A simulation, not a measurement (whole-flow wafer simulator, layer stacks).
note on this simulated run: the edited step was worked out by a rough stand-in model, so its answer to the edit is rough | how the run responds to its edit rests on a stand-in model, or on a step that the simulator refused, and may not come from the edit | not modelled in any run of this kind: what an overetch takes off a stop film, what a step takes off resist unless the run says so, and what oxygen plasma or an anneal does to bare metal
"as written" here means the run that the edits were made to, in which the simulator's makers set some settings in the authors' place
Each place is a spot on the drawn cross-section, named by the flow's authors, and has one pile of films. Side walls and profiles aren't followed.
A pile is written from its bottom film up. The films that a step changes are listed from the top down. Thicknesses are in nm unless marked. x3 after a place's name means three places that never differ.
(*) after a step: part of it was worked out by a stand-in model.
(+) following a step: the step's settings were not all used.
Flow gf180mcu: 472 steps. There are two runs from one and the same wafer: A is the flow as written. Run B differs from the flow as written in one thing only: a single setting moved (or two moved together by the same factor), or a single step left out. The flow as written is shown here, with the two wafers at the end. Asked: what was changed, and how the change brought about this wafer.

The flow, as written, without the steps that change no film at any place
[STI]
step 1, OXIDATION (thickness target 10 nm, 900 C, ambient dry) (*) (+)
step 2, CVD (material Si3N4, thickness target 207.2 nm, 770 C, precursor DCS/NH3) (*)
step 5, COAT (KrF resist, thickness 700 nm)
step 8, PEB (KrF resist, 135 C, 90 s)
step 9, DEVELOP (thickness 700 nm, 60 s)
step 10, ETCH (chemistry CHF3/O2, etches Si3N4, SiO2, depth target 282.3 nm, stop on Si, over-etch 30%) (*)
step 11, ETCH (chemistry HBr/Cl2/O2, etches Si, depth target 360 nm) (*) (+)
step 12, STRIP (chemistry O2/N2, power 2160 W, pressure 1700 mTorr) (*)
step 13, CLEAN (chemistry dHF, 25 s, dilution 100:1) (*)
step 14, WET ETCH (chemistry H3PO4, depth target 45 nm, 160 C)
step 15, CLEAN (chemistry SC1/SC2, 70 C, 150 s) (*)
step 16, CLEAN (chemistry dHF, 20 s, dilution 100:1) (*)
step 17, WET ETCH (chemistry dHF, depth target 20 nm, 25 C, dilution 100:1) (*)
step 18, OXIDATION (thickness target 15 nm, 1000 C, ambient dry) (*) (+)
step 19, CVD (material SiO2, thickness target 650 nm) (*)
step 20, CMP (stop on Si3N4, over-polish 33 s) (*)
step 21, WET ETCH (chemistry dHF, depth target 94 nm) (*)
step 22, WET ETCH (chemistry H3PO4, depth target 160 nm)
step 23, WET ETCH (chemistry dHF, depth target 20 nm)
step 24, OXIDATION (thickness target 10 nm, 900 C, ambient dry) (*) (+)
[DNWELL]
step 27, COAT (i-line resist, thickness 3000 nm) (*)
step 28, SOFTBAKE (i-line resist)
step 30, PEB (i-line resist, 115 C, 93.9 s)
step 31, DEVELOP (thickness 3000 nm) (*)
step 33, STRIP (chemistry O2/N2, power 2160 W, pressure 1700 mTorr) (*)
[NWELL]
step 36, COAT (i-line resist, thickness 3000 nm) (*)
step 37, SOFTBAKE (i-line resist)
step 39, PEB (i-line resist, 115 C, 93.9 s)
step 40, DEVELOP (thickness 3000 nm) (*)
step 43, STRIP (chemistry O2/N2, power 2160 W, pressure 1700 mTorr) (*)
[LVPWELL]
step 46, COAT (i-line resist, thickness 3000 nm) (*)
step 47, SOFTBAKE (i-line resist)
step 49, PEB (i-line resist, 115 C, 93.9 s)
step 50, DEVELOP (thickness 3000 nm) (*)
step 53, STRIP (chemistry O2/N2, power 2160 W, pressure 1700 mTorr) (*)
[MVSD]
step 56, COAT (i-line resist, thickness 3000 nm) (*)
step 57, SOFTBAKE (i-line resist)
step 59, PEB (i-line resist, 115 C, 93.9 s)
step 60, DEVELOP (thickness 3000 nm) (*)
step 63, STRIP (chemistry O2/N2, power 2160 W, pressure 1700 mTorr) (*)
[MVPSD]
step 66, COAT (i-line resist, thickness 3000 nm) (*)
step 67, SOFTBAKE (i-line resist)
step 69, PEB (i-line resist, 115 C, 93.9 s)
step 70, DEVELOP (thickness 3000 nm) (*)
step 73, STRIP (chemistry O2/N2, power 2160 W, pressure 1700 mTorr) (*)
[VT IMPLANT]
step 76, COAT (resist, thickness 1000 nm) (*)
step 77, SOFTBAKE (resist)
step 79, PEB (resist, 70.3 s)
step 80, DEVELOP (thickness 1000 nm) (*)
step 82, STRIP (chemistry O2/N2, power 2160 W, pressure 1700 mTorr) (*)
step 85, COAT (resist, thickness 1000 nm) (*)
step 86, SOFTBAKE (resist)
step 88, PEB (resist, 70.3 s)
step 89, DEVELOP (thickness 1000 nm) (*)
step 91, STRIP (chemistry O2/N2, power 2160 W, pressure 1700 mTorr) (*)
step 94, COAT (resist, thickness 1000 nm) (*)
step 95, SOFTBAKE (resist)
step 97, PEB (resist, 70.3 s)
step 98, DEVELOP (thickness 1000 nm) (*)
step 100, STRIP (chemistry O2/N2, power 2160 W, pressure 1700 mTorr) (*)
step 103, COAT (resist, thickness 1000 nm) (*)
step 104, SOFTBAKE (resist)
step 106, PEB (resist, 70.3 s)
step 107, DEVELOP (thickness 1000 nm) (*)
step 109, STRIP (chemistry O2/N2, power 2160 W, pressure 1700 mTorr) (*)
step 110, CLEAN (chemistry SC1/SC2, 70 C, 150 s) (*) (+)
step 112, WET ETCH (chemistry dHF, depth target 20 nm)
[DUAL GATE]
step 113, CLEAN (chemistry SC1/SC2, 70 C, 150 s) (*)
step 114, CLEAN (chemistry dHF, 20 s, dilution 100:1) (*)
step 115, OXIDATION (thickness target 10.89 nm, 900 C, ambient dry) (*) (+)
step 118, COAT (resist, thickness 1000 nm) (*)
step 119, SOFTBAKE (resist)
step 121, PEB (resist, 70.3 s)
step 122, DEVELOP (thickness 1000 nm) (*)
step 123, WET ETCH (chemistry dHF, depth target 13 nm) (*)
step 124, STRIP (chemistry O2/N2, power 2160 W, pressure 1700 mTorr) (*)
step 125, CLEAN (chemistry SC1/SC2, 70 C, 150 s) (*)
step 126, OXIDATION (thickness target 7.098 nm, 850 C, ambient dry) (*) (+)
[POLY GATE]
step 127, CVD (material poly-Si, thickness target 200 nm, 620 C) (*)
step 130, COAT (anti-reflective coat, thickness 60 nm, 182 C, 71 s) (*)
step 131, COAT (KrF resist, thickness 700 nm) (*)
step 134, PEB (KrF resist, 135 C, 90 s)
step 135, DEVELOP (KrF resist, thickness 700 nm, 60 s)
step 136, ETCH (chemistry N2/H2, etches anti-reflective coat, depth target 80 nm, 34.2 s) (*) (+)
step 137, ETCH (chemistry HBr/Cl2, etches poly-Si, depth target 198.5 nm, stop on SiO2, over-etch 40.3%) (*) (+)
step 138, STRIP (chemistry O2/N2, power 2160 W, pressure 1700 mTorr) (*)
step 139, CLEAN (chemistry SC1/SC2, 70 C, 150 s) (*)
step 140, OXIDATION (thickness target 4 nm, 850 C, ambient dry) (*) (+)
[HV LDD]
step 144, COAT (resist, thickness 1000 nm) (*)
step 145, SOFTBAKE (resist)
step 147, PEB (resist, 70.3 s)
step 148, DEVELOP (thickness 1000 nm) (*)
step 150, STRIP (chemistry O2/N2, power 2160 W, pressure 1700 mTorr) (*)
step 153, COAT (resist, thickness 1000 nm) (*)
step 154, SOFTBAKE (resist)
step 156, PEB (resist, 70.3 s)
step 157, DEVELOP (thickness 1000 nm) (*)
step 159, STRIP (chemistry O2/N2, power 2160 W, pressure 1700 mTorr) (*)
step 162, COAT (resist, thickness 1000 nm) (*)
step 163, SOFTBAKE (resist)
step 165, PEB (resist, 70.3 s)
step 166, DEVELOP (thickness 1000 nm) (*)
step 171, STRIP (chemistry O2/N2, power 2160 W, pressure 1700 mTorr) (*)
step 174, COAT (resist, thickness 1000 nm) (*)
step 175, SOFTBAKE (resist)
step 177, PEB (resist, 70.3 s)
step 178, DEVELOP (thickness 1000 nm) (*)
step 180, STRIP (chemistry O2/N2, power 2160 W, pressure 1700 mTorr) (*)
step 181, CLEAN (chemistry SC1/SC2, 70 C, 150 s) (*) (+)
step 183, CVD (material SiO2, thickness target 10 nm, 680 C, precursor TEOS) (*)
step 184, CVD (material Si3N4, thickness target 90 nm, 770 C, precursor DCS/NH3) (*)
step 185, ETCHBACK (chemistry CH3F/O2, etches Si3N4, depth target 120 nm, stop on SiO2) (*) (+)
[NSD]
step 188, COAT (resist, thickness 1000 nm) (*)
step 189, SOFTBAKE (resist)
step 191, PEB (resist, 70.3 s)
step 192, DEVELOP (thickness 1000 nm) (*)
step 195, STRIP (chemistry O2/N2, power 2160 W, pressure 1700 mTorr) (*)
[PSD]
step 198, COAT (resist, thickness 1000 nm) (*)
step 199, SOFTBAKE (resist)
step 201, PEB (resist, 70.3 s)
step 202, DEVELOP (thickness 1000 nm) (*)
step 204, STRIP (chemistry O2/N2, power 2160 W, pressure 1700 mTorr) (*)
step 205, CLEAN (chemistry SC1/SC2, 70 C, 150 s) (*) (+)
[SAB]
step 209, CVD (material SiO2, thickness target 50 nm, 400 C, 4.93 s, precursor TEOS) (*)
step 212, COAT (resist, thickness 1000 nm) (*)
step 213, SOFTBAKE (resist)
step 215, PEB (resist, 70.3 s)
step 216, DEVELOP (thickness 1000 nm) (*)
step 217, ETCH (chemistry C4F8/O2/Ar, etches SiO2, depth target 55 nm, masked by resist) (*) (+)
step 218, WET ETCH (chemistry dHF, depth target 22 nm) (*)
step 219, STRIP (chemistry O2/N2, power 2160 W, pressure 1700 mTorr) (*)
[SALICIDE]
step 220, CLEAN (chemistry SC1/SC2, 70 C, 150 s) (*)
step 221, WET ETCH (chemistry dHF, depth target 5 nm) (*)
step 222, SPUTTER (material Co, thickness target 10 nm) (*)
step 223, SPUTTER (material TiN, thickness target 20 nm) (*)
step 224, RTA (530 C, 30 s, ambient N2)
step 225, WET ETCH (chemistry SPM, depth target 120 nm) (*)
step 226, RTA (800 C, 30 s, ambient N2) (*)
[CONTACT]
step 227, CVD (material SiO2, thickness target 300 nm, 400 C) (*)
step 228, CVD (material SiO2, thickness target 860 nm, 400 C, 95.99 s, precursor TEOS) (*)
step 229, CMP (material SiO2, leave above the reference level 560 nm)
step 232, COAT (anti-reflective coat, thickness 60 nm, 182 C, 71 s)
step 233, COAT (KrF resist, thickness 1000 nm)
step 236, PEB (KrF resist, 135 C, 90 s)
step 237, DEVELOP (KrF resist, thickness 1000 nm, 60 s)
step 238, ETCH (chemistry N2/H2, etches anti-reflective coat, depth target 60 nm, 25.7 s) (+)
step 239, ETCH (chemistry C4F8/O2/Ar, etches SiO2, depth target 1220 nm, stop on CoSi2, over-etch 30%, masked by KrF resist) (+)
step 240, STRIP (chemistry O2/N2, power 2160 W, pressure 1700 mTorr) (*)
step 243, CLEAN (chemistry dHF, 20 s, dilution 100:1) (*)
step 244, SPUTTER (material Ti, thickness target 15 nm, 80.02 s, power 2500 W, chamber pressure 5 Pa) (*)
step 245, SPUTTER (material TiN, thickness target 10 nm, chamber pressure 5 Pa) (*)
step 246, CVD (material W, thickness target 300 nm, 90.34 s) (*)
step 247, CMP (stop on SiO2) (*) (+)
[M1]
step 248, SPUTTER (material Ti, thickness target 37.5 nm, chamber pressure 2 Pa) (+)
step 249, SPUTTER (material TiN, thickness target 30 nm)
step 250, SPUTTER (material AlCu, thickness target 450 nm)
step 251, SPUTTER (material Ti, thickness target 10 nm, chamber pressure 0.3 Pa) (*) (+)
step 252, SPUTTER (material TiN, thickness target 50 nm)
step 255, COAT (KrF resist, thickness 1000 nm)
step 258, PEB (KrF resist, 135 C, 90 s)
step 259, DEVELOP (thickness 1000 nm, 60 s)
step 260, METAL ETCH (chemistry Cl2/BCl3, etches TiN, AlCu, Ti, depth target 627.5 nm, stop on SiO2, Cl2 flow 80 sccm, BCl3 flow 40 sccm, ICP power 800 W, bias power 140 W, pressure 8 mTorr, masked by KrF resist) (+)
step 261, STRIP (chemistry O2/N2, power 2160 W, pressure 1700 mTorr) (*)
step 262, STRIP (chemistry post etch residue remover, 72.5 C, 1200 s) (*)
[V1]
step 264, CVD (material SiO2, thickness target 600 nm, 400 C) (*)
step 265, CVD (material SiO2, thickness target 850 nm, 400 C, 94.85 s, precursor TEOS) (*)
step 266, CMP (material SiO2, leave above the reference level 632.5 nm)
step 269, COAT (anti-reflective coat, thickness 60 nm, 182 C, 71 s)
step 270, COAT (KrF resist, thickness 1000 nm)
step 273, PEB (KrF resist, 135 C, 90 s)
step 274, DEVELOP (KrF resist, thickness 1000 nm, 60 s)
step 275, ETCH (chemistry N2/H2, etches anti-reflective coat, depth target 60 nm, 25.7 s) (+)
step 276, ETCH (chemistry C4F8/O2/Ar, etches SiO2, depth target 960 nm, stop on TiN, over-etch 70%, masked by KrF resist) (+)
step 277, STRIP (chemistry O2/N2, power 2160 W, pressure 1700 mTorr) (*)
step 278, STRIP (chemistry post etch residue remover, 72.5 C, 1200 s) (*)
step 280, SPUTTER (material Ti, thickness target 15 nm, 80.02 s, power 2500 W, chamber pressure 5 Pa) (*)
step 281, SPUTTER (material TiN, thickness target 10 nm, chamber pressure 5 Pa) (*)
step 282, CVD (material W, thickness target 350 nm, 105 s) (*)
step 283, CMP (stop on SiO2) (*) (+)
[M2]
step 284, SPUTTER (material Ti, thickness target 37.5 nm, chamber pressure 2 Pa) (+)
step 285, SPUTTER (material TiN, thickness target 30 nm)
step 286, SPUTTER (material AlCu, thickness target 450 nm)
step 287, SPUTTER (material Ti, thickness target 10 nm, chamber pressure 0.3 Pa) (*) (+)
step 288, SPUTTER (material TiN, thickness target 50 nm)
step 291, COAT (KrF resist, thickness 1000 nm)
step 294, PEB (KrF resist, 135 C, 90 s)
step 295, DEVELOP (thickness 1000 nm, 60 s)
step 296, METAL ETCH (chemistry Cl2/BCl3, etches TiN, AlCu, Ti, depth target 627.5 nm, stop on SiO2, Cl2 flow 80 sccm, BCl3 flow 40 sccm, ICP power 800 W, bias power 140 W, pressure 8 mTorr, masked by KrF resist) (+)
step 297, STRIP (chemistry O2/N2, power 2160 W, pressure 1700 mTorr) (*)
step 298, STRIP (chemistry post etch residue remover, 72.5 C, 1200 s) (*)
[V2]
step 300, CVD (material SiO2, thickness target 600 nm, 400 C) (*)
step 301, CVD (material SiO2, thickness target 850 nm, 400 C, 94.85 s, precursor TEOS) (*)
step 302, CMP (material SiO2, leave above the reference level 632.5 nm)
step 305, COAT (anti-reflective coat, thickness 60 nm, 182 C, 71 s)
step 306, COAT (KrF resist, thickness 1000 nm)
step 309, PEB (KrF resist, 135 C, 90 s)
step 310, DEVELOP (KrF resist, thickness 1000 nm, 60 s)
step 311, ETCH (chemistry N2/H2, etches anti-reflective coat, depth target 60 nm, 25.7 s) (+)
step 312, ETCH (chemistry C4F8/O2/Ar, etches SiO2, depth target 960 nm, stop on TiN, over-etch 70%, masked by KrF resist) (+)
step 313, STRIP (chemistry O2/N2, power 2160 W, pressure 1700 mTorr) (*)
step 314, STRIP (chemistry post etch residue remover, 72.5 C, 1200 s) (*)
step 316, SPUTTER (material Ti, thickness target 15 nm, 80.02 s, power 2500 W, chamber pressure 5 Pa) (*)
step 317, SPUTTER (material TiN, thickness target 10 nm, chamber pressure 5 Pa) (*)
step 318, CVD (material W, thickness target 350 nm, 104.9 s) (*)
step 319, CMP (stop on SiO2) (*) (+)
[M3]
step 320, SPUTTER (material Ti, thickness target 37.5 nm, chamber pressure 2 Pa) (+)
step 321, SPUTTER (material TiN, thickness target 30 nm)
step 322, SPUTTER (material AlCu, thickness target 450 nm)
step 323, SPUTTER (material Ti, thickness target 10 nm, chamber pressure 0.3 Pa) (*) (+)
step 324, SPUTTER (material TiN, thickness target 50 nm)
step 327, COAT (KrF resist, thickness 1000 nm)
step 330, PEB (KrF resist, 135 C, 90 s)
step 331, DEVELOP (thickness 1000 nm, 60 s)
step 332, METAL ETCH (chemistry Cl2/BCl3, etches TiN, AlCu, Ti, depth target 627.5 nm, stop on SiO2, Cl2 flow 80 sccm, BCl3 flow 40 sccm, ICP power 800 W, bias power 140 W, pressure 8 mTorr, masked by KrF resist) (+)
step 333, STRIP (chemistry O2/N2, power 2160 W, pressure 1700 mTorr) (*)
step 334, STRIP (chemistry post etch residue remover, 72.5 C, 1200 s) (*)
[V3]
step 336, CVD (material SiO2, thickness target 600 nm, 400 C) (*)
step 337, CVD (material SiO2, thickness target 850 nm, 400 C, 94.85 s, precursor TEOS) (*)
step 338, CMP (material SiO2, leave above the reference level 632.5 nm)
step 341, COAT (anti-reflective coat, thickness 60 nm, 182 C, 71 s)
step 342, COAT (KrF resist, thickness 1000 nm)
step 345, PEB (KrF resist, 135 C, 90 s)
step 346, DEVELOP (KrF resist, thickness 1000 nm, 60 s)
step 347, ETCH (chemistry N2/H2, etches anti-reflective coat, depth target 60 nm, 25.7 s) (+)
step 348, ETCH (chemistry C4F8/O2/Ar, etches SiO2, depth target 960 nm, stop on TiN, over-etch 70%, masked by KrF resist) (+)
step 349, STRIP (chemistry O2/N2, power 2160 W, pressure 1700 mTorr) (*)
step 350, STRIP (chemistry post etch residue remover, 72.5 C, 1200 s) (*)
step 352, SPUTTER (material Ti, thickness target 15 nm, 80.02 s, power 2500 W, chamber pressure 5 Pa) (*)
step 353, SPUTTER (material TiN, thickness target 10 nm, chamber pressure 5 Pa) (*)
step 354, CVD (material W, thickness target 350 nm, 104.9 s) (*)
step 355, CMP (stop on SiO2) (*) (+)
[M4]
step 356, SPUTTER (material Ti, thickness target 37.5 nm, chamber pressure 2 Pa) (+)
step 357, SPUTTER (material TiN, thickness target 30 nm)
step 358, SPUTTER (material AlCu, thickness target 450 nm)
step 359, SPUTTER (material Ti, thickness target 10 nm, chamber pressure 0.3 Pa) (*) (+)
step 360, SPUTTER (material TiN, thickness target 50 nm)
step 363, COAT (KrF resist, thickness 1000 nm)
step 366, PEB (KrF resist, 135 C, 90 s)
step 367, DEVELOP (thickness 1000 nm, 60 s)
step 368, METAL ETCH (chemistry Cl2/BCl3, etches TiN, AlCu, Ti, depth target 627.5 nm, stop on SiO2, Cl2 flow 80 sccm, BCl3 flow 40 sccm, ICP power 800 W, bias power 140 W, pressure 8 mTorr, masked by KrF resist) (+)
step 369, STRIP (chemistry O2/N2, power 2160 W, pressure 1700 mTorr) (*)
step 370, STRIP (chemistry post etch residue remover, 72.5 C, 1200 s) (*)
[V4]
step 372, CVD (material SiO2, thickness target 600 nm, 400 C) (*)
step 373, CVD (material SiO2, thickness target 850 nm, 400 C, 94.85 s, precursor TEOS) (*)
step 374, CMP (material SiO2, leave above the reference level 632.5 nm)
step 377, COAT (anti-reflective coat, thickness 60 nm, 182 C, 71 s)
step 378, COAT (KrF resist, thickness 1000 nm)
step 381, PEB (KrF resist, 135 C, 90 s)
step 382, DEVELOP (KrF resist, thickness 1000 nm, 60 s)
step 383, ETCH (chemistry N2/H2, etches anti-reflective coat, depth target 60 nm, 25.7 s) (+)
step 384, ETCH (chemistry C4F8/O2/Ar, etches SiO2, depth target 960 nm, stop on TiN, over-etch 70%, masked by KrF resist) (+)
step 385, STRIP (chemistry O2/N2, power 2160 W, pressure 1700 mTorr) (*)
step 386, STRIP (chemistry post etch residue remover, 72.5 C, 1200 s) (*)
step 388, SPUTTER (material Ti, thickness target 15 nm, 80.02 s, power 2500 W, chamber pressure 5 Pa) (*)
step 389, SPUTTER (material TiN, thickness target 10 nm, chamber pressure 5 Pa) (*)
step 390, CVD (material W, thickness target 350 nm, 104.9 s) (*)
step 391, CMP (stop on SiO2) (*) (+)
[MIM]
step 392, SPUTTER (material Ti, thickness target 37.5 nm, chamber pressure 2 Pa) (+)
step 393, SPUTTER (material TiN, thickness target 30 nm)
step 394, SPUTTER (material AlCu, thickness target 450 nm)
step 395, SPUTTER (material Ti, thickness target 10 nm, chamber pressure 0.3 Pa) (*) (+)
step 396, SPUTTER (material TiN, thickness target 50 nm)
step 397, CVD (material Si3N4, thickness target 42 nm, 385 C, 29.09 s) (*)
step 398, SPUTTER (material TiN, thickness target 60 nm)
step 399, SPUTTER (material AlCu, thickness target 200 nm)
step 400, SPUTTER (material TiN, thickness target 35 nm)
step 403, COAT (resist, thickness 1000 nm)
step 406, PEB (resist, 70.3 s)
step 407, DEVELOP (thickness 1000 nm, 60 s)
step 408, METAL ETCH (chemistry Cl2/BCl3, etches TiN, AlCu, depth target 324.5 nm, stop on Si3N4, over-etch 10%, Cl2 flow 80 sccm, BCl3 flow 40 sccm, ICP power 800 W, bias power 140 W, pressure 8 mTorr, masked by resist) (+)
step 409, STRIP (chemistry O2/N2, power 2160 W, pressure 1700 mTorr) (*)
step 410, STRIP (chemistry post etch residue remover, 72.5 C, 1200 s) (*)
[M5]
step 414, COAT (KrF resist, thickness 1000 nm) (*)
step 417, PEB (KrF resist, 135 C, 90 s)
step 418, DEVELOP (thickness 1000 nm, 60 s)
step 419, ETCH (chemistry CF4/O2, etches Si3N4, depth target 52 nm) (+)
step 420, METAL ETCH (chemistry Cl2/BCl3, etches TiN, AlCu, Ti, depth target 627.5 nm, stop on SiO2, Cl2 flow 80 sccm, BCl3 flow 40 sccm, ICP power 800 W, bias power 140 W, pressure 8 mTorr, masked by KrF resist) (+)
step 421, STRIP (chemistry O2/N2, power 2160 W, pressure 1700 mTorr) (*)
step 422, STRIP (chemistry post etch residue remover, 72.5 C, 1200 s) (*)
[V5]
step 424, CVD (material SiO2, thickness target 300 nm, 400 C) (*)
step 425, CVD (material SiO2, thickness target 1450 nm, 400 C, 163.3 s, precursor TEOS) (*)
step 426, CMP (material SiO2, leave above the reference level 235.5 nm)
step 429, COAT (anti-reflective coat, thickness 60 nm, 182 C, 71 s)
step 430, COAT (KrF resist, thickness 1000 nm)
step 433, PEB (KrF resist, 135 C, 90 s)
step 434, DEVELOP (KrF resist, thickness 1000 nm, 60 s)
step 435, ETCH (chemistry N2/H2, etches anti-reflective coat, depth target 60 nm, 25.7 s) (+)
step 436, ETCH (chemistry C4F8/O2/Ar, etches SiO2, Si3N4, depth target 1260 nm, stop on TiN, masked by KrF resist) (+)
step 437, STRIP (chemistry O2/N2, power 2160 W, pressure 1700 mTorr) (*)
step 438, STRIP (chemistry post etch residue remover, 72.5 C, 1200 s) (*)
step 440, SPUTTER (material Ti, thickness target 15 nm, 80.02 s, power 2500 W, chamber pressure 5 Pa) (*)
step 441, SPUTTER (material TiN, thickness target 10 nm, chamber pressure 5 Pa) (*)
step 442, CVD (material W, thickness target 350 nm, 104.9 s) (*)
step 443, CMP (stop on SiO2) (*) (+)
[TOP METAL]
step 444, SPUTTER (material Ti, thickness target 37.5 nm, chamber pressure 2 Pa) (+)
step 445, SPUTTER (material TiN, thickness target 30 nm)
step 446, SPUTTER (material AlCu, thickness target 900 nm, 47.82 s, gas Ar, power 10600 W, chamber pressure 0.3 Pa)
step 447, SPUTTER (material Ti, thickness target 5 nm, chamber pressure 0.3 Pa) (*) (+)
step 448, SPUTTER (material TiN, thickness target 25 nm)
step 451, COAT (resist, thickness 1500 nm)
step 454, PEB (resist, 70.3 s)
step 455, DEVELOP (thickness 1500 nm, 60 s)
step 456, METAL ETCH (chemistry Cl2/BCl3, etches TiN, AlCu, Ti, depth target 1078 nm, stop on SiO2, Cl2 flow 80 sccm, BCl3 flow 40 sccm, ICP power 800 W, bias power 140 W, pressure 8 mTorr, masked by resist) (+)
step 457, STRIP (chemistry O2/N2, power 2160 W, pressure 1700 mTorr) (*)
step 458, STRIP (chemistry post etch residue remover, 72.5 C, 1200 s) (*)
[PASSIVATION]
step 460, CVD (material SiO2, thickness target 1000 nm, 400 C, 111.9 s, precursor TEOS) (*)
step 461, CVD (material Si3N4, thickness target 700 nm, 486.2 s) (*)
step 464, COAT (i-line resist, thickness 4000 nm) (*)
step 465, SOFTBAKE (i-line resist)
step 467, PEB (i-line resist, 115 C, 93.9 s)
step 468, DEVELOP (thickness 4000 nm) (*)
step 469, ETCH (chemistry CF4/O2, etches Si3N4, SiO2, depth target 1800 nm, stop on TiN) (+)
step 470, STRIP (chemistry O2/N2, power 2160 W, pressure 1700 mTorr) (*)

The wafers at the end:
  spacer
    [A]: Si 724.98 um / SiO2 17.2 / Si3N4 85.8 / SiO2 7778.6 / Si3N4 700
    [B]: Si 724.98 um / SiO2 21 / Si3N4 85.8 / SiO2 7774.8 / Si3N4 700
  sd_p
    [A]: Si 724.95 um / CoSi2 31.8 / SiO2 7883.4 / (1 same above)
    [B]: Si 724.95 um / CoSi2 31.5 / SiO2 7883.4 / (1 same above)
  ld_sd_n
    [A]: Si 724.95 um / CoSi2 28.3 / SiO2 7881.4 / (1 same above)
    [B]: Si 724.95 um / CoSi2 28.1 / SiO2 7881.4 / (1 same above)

The reason: step 183, CVD: thickness target 13.8 nm was run, whereas the flow has thickness target 10 nm.

Step by step, how the change led to this:
  step 183, CVD (material SiO2, thickness target 10 nm, 680 C, precursor TEOS) (*)
      field, field__w1, field__w2 and 99 more: A SiO2 gains 10 | B SiO2 gains 13.8
      ld_drift_p: A SiO2 gains 9.87 | B SiO2 gains 13.6
      (as well as at 1 more place)
  step 189, SOFTBAKE (resist)
      field__w9: A resist gains 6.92 | B resist loses 3.09
      field_sub__w1: A resist gains 7.47 | B resist gains 9.73
  step 199, SOFTBAKE (resist)
      field__w9: A resist gains 6.92 | B resist loses 3.09
      field_sub__w1: A resist gains 7.47 | B resist gains 9.73
  step 218, WET ETCH (chemistry dHF, depth target 22 nm) (*)
      gate, gate_hv, gate_p and 23 more: A SiO2 loses 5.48 (all of it) | B SiO2 loses 9.28 (all of it)
      field, field__w10, sti and 14 more: A SiO2 loses 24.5 | B SiO2 loses 25.1
      (as well as at 49 more places)
